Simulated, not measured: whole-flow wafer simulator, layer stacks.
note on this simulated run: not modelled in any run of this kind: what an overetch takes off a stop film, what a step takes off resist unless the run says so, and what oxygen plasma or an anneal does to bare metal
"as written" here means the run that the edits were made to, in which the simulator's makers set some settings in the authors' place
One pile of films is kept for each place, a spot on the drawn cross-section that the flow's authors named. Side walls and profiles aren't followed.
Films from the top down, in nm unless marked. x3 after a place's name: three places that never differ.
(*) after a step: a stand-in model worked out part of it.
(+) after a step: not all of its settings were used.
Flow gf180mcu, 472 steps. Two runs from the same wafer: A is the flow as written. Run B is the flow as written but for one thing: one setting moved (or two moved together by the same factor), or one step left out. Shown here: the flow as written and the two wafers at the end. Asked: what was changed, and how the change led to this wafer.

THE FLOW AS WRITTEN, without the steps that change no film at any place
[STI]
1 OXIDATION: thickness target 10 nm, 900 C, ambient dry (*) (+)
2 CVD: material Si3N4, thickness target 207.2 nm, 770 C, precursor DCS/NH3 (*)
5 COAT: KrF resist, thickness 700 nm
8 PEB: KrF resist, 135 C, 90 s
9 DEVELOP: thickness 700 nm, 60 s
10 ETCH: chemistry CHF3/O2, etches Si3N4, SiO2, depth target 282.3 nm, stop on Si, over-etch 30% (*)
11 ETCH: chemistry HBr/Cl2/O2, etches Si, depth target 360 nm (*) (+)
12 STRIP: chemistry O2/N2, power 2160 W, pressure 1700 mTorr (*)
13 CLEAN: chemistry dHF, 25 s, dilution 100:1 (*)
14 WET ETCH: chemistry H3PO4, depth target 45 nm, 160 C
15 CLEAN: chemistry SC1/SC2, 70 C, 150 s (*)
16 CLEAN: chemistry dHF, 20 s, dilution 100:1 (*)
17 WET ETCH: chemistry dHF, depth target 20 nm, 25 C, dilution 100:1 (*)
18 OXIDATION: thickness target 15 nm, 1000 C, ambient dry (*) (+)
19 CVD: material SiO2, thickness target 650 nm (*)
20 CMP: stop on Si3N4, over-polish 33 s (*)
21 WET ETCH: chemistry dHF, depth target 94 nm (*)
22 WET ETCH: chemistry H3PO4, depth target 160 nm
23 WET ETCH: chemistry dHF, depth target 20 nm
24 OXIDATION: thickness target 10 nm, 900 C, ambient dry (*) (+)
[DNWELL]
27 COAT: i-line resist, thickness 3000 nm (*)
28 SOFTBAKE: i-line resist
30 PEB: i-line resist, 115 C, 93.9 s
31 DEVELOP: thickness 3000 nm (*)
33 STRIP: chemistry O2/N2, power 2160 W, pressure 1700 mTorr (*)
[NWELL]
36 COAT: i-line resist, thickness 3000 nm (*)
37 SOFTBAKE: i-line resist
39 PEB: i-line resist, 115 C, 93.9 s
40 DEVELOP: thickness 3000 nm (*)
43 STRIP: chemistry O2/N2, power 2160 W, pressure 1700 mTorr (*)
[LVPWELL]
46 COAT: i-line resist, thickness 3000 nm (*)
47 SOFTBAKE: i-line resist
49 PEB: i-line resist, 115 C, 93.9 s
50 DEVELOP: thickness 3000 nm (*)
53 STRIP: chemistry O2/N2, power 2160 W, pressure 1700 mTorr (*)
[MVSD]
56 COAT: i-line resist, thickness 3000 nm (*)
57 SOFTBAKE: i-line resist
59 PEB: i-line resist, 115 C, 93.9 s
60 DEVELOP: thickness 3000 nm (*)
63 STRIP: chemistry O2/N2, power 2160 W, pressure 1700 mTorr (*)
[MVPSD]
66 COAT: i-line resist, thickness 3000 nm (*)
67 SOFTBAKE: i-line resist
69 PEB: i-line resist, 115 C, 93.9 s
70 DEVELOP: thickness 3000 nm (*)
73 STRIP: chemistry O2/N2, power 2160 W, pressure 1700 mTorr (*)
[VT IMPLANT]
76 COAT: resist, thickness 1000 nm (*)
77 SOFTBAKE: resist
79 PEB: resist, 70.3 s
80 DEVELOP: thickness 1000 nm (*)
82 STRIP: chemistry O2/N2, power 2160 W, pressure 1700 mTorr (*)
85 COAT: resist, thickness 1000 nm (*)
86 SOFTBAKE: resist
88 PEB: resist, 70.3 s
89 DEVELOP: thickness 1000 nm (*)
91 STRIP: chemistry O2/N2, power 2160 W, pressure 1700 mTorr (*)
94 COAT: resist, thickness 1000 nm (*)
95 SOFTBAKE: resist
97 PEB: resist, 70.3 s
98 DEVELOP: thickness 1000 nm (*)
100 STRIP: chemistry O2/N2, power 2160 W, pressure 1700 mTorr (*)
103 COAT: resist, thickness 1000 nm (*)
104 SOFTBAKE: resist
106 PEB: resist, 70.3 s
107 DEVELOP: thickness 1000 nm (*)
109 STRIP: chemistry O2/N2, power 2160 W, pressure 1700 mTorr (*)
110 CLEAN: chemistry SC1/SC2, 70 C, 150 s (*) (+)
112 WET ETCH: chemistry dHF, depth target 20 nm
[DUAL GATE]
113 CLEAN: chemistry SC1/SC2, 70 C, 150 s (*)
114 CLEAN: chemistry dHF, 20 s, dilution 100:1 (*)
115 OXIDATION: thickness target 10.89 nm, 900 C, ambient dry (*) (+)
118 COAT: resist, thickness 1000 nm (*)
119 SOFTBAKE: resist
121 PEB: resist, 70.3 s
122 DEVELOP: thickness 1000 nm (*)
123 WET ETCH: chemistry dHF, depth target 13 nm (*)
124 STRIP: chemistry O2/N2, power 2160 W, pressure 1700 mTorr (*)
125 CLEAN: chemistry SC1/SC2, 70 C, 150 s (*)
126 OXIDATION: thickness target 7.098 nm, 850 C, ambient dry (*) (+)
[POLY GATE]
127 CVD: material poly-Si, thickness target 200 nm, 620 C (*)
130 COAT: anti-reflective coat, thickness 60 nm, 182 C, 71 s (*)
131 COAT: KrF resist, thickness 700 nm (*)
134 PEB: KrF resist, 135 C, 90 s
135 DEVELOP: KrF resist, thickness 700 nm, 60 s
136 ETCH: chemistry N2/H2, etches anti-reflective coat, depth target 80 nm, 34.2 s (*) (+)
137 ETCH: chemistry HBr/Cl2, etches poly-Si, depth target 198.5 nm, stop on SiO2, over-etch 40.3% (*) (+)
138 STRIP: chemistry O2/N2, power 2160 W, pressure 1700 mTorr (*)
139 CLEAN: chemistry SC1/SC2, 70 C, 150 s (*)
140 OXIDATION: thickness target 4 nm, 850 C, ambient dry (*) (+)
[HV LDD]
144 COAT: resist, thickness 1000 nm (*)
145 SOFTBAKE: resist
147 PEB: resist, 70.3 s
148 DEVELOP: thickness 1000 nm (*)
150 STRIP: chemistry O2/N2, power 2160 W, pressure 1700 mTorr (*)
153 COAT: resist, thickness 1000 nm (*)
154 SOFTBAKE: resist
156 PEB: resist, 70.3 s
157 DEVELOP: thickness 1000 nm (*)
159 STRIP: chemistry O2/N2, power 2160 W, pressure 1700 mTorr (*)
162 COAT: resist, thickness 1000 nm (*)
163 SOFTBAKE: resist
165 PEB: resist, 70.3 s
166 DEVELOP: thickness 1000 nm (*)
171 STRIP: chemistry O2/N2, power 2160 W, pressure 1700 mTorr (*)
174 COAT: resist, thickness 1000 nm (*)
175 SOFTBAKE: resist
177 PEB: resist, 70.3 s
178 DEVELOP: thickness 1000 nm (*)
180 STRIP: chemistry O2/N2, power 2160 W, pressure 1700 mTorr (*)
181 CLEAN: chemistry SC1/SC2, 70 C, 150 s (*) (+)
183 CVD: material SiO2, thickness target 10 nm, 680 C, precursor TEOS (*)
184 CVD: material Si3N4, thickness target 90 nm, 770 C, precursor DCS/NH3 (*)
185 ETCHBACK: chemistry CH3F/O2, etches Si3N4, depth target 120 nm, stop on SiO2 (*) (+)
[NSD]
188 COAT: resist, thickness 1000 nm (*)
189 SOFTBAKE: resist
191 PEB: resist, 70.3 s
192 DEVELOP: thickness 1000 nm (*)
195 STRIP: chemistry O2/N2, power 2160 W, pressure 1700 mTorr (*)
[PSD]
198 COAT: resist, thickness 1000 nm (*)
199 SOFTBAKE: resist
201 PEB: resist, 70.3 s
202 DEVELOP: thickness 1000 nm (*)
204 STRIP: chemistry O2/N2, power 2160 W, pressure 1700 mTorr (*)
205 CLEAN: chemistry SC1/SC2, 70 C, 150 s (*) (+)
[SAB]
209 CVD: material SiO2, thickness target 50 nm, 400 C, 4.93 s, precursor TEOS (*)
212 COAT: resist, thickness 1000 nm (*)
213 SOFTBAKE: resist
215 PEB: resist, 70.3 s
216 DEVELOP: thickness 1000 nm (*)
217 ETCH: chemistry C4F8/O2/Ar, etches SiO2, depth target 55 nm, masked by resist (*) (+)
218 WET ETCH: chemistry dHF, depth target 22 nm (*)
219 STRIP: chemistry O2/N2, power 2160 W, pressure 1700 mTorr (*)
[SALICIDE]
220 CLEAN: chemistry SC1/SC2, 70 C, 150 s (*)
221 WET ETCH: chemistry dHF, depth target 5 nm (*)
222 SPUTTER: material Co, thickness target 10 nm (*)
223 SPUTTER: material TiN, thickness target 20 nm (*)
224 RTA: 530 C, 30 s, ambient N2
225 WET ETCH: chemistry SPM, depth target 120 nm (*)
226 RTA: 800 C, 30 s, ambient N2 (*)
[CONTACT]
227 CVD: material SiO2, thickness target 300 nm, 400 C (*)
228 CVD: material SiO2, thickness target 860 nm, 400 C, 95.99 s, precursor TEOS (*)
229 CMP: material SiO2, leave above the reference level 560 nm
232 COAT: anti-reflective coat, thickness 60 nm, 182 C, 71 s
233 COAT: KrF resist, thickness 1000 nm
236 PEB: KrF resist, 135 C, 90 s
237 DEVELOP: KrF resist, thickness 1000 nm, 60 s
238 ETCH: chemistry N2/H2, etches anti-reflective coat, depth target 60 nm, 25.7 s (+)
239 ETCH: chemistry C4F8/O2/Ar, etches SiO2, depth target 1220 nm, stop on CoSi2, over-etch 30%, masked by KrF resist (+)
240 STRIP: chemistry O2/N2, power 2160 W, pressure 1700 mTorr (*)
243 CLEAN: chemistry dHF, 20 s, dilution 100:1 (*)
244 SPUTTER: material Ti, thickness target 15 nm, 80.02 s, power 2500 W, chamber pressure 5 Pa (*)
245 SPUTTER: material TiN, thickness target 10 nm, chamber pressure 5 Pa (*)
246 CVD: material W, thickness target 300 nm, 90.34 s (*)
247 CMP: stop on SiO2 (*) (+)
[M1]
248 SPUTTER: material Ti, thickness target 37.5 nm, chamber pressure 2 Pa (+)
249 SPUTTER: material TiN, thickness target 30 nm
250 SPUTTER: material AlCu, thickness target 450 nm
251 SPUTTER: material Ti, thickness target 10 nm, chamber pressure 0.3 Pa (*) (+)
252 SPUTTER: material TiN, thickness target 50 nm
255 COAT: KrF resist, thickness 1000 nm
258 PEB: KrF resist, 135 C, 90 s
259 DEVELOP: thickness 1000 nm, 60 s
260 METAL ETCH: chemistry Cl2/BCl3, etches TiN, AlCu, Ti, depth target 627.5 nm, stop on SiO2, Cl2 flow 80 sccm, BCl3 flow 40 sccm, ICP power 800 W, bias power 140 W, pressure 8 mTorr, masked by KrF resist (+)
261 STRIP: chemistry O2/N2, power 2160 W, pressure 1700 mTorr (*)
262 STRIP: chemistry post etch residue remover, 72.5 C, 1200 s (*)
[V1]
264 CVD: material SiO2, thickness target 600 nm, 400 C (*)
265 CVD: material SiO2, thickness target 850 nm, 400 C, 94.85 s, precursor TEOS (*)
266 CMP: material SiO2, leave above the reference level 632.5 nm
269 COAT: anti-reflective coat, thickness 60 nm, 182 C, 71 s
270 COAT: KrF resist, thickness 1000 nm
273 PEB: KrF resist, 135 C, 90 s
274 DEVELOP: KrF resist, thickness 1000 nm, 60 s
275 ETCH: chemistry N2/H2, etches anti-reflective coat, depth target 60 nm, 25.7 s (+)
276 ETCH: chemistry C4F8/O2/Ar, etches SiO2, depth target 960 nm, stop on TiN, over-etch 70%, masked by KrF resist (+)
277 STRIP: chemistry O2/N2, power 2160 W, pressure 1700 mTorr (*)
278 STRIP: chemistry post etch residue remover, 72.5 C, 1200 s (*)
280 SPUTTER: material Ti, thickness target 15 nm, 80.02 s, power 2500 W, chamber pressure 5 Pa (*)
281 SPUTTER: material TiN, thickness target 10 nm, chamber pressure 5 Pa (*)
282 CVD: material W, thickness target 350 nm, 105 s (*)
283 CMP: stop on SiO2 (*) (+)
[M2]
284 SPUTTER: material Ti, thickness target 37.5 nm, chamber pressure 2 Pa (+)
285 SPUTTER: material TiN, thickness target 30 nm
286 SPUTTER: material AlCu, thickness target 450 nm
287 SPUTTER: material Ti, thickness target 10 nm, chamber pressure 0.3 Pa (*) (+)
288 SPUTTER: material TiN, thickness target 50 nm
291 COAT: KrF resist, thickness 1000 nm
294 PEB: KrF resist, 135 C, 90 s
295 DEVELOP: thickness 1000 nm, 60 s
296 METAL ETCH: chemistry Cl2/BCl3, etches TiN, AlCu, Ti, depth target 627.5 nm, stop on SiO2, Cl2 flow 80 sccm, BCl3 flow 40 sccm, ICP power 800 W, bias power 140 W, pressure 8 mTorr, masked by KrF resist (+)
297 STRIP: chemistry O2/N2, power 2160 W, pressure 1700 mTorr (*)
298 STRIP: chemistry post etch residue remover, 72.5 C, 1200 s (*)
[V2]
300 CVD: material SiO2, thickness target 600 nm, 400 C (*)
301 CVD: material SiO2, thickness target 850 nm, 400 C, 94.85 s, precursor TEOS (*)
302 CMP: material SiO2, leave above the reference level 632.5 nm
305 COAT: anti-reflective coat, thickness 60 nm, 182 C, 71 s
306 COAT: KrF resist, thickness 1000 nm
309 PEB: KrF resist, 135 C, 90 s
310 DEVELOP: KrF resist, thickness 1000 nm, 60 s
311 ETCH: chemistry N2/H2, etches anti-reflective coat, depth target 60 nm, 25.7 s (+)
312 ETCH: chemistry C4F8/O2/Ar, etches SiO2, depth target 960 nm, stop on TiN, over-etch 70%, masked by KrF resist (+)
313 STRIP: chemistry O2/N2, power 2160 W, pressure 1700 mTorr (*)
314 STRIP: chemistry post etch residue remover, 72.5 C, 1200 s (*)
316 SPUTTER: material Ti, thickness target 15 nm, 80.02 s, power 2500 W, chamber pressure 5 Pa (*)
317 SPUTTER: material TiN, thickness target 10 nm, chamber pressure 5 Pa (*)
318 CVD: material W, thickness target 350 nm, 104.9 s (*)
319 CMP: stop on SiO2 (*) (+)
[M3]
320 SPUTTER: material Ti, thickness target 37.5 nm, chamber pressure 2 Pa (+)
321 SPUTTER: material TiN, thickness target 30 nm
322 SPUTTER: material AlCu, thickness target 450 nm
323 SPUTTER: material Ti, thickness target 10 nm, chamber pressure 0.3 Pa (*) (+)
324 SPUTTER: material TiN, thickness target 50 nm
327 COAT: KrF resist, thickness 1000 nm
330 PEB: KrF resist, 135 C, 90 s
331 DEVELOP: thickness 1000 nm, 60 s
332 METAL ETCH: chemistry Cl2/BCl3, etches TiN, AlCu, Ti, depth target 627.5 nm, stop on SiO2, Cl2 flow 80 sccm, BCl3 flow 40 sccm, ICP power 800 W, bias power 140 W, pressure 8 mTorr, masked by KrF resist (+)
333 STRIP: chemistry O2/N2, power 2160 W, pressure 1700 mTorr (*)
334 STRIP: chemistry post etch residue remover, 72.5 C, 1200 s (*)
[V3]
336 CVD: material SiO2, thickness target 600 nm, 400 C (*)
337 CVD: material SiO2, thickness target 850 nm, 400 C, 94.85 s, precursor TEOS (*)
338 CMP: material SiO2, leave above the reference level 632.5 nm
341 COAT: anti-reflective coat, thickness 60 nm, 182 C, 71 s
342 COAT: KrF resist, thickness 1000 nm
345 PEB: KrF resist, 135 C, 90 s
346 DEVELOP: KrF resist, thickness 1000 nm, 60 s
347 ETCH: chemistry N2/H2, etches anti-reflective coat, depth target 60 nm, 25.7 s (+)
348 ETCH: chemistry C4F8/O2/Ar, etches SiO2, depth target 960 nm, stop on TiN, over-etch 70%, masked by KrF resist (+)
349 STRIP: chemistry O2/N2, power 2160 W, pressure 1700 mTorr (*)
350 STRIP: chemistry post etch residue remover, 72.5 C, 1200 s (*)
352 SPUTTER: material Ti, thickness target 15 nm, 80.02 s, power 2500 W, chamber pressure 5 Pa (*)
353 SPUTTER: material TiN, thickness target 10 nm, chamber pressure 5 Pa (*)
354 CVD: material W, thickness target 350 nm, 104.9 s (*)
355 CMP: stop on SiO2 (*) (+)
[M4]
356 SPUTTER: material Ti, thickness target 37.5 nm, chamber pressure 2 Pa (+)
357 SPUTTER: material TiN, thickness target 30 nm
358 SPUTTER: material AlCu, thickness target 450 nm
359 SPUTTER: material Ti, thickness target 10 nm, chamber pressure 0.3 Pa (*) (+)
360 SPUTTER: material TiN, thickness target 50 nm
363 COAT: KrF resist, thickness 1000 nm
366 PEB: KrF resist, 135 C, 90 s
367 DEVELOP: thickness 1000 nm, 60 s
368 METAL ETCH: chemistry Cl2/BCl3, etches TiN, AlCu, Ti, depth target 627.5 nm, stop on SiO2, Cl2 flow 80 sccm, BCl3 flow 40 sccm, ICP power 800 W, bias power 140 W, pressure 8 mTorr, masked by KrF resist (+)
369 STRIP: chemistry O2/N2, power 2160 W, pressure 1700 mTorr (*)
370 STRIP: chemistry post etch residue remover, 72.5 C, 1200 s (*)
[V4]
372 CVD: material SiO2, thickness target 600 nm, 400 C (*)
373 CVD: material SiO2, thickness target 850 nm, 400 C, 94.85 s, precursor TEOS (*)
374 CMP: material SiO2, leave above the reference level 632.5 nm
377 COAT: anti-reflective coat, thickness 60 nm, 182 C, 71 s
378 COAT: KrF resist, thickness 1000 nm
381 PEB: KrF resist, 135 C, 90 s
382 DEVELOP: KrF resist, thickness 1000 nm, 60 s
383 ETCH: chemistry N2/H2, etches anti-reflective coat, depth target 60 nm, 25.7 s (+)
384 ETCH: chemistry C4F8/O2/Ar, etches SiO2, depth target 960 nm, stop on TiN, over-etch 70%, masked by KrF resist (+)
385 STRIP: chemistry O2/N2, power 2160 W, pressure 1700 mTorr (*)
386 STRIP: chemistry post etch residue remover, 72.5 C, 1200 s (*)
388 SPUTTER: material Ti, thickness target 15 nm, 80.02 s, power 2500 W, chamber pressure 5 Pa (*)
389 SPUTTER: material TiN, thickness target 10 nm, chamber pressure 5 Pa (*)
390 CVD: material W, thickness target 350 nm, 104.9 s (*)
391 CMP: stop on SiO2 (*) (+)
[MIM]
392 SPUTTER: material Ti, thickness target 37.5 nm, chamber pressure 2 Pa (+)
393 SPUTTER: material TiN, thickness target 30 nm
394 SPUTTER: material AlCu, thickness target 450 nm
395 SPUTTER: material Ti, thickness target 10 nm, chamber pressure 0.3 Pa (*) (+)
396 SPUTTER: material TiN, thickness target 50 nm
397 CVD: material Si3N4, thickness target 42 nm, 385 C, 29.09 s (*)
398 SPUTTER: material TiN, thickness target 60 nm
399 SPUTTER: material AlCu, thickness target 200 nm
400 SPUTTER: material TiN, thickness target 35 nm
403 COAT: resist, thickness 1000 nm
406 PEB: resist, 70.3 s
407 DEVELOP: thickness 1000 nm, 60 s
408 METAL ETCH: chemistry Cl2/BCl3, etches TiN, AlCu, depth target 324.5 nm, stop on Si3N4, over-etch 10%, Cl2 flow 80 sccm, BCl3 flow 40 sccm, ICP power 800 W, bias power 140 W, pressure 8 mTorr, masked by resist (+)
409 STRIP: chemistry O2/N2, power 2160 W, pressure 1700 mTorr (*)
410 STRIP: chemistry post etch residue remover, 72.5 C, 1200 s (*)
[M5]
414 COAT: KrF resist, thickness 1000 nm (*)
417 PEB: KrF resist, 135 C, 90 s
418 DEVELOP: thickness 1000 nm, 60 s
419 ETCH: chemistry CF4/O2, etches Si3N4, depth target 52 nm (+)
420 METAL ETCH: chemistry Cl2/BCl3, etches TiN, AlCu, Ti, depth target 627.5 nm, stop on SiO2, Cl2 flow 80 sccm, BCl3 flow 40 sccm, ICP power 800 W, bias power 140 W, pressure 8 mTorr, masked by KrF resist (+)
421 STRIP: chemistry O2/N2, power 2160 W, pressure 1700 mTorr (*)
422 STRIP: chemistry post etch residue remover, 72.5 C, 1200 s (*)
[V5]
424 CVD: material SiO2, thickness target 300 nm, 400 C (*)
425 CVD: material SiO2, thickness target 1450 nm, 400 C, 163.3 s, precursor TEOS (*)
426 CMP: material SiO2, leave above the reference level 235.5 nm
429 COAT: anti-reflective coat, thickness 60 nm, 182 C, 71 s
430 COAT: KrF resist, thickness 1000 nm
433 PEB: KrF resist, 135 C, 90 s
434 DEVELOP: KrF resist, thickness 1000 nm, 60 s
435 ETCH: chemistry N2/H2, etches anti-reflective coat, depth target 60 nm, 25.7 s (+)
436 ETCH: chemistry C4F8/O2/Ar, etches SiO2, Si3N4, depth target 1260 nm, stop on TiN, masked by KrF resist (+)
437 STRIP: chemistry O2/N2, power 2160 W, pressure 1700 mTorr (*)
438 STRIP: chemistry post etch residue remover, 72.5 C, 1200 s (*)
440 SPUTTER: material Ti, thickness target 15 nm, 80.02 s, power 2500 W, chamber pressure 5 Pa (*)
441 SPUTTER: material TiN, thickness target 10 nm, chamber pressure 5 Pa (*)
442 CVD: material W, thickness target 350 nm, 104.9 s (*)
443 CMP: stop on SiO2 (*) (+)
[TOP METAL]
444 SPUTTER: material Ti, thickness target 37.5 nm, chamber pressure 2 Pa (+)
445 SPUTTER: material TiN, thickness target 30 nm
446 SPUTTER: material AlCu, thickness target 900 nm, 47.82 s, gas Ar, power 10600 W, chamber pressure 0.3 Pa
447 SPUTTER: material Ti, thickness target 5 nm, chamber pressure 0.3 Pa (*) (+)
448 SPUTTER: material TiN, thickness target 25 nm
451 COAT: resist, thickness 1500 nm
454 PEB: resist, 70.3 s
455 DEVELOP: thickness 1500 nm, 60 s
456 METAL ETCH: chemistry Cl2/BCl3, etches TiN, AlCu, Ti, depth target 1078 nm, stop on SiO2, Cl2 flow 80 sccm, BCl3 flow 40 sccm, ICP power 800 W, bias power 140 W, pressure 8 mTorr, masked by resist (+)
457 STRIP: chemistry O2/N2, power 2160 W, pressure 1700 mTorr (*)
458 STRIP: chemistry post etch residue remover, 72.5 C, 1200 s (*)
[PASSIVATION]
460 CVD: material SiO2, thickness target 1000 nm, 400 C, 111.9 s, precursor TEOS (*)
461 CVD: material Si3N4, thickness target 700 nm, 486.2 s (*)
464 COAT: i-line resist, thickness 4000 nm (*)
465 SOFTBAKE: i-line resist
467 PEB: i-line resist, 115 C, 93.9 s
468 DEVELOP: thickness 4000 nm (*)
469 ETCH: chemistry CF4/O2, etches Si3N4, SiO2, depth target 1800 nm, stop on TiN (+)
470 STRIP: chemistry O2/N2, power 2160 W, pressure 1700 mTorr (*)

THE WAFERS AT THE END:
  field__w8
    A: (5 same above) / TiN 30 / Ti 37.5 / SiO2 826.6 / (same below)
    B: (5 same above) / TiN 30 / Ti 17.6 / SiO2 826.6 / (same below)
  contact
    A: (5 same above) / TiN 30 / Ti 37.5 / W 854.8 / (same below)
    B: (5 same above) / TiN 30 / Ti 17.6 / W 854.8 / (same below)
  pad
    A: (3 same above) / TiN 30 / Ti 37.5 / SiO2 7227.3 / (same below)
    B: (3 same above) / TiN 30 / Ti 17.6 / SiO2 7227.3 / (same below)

The cause: step 444, SPUTTER: thickness target 17.6 nm was run, where the flow has thickness target 37.5 nm.
It can be read off the wafer: field__w8 has Ti 17.6, and step 444 as written asks for 37.5 nm.

How the change led to this, step by step:
  444 SPUTTER: material Ti, thickness target 37.5 nm, chamber pressure 2 Pa (+)
      field, field__w1, field__w2 and 109 more: A Ti +37.5 (new film) | B Ti +17.6 (new film)
  456 METAL ETCH: chemistry Cl2/BCl3, etches TiN, AlCu, Ti, depth target 1078 nm, stop on SiO2, Cl2 flow 80 sccm, BCl3 flow 40 sccm, ICP power 800 W, bias power 140 W, pressure 8 mTorr, masked by resist (+)
      field, field__w1, field__w2 and 103 more: A TiN -25 (all of it), Ti -5 (all of it), AlCu -900 (all of it), TiN -30 (all of it), Ti -37.5 (all of it) | B TiN -25 (all of it), Ti -5 (all of it), AlCu -900 (all of it), TiN -30 (all of it), Ti -17.6 (all of it)
  465 SOFTBAKE: i-line resist
      field__w2, field_sub__w4: A i-line resist +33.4 | B i-line resist +32.4
      field__w11, field__w13: A i-line resist +37.6 | B i-line resist +36.5
      (and at 59 more places)
